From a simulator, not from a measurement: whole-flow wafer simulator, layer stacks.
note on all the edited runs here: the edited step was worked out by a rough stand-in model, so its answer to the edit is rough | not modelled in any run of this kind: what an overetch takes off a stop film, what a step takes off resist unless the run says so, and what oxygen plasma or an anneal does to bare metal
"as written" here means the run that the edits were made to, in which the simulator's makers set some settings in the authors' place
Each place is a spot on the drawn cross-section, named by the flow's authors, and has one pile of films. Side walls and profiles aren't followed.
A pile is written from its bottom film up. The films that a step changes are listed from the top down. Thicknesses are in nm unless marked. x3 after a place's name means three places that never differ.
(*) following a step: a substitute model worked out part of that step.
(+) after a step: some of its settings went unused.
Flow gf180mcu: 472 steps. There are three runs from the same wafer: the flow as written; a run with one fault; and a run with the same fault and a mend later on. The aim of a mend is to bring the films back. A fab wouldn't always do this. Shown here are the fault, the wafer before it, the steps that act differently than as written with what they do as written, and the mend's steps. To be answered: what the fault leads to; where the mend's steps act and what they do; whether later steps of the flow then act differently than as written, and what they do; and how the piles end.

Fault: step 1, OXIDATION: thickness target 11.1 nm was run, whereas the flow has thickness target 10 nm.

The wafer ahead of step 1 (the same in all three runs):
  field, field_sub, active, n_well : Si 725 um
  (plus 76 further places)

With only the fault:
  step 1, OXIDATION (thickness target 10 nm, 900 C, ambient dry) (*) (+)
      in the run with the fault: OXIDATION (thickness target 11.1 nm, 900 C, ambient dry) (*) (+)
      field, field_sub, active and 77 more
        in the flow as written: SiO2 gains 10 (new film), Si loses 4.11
        in the run with the fault: SiO2 gains 11.1 (new film), Si loses 4.6
  Steps later in the flow that act otherwise than as written (not shown: 101 more steps that differ only slightly, by at most 2% or 0.5 nm, whichever is larger):
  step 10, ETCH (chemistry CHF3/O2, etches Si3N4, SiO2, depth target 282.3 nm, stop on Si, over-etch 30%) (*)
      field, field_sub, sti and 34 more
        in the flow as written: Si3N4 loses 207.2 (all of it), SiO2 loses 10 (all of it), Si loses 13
        in the run with the fault: Si3N4 loses 207.2 (all of it), SiO2 loses 11.1 (all of it), Si loses 12.8
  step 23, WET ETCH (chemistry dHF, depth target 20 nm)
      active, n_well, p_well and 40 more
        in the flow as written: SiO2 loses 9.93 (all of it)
        in the run with the fault: SiO2 loses 11 (all of it)
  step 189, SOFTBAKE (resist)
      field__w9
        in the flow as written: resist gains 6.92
        in the run with the fault: resist loses 3.07
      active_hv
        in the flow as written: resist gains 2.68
        in the run with the fault: resist loses 0.5
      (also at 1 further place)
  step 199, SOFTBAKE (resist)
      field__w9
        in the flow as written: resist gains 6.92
        in the run with the fault: resist loses 3.07
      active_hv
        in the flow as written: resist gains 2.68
        in the run with the fault: resist loses 0.5
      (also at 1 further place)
  At the end the piles are close to the flow's at the places that both follow, differing by at most 2% or 0.5 nm, whichever is larger.

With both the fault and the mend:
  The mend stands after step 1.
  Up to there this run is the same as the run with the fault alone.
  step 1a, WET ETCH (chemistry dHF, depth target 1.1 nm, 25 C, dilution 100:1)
      field, field_sub, active and 77 more
        SiO2 loses 1.1
  Every later step of the flow that is run acts as written at every place that is followed.
  At the end the piles are close to the flow's at the places that both follow, differing by at most 2% or 0.5 nm, whichever is larger.
